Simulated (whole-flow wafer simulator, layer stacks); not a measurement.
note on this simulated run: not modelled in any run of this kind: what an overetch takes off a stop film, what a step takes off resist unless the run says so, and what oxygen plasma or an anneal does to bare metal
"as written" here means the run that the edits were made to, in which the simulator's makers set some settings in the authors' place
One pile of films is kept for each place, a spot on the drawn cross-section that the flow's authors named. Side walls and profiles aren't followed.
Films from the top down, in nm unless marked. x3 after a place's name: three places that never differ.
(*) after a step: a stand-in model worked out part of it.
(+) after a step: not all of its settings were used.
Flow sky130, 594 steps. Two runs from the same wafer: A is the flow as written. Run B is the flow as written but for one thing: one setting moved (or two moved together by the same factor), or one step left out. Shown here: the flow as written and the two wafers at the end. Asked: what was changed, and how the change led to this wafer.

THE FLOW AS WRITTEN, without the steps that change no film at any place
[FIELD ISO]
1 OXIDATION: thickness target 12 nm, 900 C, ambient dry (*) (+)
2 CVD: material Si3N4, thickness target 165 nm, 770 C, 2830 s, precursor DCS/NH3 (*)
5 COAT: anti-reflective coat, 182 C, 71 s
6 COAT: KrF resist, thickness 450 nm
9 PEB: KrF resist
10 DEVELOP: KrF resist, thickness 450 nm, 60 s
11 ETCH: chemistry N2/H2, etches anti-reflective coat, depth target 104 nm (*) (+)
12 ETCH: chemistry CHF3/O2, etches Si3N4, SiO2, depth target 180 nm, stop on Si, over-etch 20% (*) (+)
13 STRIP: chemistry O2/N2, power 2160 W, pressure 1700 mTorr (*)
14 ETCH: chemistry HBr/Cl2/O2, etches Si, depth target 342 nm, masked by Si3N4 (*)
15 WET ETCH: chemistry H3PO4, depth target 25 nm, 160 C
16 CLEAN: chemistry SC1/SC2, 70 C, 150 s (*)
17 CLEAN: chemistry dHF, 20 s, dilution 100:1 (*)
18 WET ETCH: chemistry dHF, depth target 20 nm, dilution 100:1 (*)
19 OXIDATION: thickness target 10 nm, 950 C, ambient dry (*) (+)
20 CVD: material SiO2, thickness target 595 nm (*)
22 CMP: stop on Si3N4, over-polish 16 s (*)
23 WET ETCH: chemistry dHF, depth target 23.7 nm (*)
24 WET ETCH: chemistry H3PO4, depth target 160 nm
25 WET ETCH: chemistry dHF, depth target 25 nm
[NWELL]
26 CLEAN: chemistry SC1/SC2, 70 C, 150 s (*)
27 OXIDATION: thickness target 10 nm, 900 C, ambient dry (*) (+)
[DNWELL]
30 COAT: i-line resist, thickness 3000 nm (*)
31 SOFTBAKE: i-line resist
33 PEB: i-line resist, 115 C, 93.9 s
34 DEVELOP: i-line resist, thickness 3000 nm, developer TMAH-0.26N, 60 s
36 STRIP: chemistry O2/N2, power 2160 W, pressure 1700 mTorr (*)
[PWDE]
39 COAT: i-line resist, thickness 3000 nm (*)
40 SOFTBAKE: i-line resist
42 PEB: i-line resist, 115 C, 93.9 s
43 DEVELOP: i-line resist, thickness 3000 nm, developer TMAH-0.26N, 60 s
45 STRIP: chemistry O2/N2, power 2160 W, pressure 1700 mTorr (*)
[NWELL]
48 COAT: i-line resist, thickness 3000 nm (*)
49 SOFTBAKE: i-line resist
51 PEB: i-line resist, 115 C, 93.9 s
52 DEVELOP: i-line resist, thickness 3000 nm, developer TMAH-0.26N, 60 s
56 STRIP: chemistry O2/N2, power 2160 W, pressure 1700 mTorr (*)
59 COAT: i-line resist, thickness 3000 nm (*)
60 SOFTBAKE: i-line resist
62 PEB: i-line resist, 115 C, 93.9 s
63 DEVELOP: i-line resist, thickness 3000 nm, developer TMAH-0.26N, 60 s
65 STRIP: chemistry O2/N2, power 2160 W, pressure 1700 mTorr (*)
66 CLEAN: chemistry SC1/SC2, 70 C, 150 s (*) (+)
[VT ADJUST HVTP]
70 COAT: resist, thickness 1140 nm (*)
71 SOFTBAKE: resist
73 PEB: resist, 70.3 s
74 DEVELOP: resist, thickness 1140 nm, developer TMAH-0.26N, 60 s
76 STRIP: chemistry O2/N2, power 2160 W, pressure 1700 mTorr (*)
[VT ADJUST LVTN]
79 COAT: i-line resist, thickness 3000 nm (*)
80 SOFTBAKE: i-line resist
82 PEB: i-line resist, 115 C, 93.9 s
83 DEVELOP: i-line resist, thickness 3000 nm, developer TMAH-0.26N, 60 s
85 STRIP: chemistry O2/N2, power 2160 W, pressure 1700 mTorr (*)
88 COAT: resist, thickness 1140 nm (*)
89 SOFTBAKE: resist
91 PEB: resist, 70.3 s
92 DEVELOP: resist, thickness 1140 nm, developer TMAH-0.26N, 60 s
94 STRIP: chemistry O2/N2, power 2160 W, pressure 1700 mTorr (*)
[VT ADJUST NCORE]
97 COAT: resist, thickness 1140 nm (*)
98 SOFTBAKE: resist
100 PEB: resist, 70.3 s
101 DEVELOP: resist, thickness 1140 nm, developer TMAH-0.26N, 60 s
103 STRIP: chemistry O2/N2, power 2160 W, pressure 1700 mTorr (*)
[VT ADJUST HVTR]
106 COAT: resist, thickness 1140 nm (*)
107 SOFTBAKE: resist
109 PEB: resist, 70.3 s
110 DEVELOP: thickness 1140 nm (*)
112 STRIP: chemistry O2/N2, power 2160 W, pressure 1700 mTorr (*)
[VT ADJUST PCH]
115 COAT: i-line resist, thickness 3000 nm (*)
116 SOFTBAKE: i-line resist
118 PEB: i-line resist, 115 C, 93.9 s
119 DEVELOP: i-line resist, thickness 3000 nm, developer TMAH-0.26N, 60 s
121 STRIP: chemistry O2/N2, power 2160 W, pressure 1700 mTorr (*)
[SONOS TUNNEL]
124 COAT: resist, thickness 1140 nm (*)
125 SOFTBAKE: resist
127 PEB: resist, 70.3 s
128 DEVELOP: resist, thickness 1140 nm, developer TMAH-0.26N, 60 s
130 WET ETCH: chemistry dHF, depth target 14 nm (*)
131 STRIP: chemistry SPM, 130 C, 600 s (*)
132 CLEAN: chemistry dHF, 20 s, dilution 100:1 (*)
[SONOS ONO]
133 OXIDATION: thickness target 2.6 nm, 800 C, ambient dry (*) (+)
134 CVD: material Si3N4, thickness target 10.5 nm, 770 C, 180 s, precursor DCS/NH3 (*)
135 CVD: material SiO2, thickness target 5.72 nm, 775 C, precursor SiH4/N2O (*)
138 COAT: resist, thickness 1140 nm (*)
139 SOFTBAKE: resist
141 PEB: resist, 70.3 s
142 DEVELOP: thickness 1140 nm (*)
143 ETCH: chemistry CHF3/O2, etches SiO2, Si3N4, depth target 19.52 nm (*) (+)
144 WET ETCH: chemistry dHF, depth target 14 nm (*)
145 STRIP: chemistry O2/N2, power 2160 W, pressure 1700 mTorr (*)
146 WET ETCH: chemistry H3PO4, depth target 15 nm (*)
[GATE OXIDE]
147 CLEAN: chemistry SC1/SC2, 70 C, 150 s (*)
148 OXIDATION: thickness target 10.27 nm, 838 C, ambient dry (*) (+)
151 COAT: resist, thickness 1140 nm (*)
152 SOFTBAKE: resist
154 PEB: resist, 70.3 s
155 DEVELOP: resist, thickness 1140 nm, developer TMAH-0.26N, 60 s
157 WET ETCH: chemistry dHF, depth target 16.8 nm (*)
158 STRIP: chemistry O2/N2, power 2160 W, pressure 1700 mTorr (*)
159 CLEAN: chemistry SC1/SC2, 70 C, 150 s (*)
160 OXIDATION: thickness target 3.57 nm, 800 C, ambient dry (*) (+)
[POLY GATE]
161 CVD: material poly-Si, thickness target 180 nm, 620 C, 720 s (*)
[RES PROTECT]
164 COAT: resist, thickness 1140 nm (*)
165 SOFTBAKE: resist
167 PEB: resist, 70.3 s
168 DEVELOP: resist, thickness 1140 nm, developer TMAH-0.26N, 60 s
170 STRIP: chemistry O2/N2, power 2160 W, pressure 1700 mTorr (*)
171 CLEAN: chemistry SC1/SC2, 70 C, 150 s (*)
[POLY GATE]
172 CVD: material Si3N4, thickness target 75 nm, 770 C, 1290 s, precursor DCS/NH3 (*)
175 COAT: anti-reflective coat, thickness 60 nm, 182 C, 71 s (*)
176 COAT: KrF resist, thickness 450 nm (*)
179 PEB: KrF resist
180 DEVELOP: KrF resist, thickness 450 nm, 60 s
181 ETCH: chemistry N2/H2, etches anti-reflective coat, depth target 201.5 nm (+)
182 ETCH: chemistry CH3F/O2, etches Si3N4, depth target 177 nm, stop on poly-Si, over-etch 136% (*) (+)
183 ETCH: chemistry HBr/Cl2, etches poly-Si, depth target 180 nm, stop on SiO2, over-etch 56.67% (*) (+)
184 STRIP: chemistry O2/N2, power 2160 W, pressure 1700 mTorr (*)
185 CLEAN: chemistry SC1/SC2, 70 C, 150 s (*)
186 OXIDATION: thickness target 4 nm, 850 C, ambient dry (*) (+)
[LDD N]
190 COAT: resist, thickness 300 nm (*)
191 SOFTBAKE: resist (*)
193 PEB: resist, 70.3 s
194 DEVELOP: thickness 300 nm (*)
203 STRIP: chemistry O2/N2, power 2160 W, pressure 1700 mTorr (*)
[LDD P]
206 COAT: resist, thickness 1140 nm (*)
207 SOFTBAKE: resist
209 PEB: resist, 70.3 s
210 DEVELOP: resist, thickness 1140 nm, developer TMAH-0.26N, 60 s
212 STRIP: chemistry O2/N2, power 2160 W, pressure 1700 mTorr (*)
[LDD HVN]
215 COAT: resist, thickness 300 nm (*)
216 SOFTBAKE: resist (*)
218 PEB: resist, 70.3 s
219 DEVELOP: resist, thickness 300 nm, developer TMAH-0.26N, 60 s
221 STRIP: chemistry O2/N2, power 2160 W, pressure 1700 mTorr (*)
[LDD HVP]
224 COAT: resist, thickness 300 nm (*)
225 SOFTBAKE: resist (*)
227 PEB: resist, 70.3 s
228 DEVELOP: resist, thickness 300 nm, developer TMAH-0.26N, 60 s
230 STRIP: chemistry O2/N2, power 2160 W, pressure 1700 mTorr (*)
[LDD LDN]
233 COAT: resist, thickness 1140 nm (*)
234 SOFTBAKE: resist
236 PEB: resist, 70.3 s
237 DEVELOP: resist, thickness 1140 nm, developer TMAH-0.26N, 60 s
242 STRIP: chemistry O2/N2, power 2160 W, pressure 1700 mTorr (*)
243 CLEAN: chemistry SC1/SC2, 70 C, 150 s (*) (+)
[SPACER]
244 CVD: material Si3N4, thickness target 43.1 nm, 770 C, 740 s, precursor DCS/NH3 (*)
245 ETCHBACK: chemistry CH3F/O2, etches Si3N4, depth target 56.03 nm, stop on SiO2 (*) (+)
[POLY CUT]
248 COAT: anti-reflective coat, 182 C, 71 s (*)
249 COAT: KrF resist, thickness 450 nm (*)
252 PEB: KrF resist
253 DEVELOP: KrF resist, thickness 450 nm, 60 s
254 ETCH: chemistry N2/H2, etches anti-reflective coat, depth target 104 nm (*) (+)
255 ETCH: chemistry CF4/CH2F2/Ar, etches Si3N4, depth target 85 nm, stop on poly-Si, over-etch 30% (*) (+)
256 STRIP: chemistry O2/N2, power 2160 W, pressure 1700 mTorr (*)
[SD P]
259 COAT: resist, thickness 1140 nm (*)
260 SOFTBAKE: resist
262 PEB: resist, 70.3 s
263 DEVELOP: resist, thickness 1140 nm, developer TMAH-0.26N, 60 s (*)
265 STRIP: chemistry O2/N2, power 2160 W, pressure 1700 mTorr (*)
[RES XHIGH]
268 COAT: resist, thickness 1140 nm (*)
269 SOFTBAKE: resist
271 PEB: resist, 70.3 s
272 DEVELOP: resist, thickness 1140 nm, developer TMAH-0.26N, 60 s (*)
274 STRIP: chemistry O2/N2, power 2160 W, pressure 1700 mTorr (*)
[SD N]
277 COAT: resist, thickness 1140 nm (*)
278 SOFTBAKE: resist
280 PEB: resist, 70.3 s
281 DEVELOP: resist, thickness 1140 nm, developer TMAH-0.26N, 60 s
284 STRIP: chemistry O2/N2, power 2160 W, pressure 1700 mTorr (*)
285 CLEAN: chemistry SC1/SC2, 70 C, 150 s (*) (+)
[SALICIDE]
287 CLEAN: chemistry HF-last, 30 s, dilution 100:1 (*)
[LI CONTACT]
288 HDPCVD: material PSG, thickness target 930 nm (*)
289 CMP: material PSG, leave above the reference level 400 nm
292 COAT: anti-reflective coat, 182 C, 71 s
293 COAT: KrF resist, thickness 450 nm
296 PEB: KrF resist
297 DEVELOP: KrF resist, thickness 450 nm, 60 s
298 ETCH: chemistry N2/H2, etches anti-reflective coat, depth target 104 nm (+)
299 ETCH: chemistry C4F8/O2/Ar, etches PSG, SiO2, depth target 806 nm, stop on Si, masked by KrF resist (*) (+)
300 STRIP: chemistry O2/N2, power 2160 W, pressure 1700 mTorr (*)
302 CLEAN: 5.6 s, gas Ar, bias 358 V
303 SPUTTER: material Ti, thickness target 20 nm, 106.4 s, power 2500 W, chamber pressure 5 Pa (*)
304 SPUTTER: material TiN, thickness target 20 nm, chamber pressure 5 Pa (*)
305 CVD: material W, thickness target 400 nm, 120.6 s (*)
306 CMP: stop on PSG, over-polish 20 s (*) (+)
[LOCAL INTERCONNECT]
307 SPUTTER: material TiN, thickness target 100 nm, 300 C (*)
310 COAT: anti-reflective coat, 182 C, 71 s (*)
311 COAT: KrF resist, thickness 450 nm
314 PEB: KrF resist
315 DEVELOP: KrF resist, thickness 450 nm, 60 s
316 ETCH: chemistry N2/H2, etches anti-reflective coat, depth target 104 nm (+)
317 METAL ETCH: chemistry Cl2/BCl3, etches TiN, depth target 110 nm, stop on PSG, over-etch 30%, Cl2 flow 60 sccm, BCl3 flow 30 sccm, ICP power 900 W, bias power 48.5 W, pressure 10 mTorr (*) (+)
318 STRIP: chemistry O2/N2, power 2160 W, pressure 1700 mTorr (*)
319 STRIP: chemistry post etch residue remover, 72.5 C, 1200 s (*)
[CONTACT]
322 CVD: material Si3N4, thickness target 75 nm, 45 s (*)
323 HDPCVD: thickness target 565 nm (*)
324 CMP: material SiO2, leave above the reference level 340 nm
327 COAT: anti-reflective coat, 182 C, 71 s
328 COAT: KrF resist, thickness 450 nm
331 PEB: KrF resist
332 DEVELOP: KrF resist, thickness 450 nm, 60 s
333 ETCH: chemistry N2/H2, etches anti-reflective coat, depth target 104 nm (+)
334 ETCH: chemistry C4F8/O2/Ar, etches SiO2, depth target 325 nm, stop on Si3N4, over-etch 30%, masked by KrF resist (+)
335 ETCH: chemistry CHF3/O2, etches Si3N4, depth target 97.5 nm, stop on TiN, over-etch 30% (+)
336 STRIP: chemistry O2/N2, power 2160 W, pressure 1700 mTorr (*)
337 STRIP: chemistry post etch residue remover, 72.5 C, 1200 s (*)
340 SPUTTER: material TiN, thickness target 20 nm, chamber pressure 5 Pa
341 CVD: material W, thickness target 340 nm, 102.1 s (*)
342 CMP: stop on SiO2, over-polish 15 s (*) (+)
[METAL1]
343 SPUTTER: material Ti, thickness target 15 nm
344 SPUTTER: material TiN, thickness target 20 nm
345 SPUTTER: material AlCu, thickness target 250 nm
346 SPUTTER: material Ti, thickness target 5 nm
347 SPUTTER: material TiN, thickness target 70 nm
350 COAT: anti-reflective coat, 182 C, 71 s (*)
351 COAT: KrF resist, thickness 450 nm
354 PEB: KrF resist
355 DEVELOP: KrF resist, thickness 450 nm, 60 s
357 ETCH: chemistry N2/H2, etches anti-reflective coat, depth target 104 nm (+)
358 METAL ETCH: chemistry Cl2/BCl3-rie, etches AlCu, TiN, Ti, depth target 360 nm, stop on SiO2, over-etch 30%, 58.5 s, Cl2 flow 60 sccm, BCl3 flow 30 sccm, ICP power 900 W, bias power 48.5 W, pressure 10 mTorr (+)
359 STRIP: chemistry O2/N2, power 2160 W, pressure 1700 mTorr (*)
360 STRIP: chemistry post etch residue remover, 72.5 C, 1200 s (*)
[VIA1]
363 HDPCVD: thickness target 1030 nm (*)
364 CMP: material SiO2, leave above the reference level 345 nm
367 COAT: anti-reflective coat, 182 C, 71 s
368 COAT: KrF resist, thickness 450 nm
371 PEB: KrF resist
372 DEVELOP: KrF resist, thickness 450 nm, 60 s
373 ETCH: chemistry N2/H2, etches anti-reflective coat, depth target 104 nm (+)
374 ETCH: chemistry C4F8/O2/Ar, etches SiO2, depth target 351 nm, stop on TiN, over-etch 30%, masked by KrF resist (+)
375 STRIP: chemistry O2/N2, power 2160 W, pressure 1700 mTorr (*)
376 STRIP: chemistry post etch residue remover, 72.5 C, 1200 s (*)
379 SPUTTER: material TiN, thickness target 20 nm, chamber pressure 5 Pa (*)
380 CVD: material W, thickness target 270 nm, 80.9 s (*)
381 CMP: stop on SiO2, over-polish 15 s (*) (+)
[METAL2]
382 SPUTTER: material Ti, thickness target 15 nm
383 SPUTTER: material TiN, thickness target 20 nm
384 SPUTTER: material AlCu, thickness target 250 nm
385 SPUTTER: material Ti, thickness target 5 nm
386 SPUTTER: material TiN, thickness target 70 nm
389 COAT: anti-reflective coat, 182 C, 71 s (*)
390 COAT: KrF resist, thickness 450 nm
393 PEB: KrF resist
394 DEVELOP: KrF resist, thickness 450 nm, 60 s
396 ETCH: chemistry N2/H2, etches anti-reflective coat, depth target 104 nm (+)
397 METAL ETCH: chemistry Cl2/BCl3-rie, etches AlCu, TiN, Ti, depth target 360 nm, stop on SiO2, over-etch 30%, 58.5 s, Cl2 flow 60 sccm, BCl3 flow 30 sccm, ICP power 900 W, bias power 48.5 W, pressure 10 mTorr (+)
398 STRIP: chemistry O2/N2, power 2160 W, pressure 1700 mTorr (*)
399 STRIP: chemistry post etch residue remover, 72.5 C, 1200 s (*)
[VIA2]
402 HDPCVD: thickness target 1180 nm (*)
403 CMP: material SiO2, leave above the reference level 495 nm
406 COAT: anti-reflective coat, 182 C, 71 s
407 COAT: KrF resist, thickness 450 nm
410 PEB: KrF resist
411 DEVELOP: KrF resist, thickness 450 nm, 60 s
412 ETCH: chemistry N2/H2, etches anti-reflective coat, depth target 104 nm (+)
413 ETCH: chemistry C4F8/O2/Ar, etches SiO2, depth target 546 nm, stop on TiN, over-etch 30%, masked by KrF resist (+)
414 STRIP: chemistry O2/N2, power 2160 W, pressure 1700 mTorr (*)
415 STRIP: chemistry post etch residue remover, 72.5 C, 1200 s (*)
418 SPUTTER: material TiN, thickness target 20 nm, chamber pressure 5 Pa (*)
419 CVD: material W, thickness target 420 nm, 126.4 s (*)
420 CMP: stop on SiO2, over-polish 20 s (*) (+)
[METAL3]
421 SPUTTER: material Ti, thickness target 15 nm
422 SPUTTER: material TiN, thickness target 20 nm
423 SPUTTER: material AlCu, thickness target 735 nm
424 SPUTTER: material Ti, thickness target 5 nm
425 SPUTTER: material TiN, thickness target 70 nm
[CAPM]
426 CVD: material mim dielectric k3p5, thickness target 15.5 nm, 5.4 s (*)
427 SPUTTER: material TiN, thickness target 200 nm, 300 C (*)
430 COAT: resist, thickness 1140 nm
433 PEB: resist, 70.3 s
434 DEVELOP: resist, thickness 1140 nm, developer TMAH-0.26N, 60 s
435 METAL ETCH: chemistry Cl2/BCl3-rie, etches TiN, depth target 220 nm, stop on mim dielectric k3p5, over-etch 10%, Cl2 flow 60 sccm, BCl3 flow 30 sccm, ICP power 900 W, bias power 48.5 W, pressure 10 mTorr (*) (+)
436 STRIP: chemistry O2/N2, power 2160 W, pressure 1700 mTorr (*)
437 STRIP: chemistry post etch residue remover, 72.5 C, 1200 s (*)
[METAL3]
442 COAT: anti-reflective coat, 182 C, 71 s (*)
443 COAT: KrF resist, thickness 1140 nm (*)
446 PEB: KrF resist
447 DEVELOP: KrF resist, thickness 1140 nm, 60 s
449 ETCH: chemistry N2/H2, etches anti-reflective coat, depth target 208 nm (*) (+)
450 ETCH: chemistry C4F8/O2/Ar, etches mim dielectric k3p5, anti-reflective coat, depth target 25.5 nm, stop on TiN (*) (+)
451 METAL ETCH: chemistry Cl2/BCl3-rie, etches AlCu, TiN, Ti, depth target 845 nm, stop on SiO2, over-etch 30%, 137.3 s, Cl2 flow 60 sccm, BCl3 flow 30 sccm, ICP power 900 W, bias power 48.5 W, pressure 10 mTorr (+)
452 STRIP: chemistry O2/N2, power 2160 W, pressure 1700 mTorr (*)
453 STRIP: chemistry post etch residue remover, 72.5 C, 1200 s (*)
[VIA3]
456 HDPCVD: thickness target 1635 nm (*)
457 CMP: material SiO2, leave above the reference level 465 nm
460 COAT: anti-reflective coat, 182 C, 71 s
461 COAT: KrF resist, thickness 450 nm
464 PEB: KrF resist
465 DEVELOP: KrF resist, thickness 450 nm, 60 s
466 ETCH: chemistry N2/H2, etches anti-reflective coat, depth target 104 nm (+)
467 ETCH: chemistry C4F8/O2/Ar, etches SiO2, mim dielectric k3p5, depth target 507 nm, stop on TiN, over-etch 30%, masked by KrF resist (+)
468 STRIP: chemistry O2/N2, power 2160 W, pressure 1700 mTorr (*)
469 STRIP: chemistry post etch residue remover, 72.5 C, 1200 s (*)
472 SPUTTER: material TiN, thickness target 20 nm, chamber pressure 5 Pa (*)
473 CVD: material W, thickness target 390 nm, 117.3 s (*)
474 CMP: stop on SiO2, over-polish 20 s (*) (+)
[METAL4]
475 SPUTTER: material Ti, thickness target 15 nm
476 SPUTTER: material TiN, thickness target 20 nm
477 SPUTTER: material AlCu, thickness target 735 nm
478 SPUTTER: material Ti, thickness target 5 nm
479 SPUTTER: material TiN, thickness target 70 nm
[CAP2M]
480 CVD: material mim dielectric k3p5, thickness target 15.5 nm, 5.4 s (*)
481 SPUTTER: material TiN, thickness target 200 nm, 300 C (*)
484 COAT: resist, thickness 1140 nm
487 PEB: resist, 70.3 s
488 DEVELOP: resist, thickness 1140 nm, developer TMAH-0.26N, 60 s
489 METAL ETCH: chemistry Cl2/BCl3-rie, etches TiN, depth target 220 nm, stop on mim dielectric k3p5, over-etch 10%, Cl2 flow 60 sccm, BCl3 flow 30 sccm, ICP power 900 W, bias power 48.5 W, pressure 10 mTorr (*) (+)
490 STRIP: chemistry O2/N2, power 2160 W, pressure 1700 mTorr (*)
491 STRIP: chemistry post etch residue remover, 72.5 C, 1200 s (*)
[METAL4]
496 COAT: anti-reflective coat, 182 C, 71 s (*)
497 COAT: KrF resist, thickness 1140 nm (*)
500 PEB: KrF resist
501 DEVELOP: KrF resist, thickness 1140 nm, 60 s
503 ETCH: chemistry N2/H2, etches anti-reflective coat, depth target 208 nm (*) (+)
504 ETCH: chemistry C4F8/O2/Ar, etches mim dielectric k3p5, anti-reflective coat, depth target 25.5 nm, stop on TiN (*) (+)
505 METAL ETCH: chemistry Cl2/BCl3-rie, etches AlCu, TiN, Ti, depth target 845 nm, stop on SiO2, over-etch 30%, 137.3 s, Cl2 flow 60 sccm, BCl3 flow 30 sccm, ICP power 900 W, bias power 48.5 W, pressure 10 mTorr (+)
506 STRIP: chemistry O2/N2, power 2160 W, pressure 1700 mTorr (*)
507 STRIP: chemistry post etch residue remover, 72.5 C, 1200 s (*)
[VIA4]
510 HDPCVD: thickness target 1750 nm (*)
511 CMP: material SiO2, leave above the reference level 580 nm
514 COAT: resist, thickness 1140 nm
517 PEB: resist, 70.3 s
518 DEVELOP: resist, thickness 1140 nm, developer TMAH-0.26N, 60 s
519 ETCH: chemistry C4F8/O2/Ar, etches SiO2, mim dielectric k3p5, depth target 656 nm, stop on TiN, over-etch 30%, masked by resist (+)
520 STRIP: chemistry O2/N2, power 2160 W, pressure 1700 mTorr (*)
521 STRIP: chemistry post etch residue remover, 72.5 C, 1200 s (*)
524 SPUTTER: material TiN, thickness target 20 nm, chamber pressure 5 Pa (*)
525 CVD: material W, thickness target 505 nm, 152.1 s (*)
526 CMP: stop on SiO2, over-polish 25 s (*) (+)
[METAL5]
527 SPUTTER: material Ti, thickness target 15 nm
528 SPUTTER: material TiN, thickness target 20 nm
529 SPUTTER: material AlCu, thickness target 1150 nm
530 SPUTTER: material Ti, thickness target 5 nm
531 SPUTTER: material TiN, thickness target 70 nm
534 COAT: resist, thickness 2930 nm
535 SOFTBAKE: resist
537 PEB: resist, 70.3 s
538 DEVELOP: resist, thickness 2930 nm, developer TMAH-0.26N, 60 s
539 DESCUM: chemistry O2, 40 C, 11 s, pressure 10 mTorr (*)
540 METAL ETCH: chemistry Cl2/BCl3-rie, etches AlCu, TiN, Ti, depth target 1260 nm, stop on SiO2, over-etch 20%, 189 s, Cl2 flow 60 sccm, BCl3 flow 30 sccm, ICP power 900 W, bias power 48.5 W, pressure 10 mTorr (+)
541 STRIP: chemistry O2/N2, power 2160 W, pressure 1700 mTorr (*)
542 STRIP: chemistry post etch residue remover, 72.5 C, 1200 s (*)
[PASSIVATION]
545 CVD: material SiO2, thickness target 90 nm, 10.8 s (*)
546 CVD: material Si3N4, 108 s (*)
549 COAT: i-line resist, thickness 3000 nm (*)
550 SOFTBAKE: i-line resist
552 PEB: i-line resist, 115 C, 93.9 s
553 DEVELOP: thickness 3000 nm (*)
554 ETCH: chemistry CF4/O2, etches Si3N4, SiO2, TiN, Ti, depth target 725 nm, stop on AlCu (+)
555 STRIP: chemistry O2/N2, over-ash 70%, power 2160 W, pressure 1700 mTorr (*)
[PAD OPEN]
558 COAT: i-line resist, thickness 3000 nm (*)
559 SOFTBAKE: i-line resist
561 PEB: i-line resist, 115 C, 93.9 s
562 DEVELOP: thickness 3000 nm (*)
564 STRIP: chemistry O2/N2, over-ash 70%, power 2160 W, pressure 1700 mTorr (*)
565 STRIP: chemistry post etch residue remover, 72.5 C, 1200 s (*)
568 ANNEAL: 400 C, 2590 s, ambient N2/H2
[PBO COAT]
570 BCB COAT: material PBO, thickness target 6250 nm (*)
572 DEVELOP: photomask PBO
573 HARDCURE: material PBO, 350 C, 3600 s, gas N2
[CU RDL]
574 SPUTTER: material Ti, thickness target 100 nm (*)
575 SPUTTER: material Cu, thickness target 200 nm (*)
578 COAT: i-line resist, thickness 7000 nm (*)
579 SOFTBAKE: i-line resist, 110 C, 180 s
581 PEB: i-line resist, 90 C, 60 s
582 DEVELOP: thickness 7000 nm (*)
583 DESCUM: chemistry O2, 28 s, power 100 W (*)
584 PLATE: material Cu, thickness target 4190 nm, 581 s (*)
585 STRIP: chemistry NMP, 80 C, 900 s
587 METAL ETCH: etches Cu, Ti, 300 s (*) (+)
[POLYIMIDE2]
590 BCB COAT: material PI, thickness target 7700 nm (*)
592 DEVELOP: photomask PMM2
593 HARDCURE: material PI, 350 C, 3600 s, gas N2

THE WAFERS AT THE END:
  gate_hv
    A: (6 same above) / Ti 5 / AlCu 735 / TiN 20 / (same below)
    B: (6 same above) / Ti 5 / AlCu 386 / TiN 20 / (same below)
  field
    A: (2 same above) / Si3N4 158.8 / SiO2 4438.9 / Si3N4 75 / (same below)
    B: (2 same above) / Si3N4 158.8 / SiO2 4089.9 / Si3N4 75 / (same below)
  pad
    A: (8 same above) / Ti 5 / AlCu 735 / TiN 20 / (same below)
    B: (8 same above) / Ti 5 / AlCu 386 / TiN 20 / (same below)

The cause: step 477, SPUTTER: thickness target 386 nm was run, where the flow has thickness target 735 nm.
It can be read off the wafer: gate_hv has AlCu 386, and step 477 as written asks for 735 nm.

How the change led to this, step by step:
  477 SPUTTER: material AlCu, thickness target 735 nm
      field, active, n_well and 189 more: A AlCu +735 (new film) | B AlCu +386 (new film)
  505 METAL ETCH: chemistry Cl2/BCl3-rie, etches AlCu, TiN, Ti, depth target 845 nm, stop on SiO2, over-etch 30%, 137.3 s, Cl2 flow 60 sccm, BCl3 flow 30 sccm, ICP power 900 W, bias power 48.5 W, pressure 10 mTorr (+)
      field, gate, spacer and 68 more: A TiN -70 (all of it), Ti -5 (all of it), AlCu -735 (all of it), TiN -20 (all of it), Ti -15 (all of it), SiO2 -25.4 | B TiN -70 (all of it), Ti -5 (all of it), AlCu -386 (all of it), TiN -20 (all of it), Ti -15 (all of it), SiO2 -60.2
      active, vpp_iso1, m1_ln and 13 more: A TiN -70 (all of it), Ti -5 (all of it), AlCu -735 (all of it), TiN -20 (all of it), Ti -15 (all of it), SiO2 -25.3 | B TiN -70 (all of it), Ti -5 (all of it), AlCu -386 (all of it), TiN -20 (all of it), Ti -15 (all of it), SiO2 -60.2
      (and at 1 more place)
  511 CMP: material SiO2, leave above the reference level 580 nm
      field, gate, spacer and 71 more: A SiO2 -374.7 | B SiO2 -688.8
      iso_guard__w1, mim_edge_gap, vpp_l1ln, vpp_m3ln, rpm_encl, via2_enc, rpm_encl_psd, iso_guard_nsd_tip: A SiO2 -374.6 | B SiO2 -688.8
      (and at 6 more places)
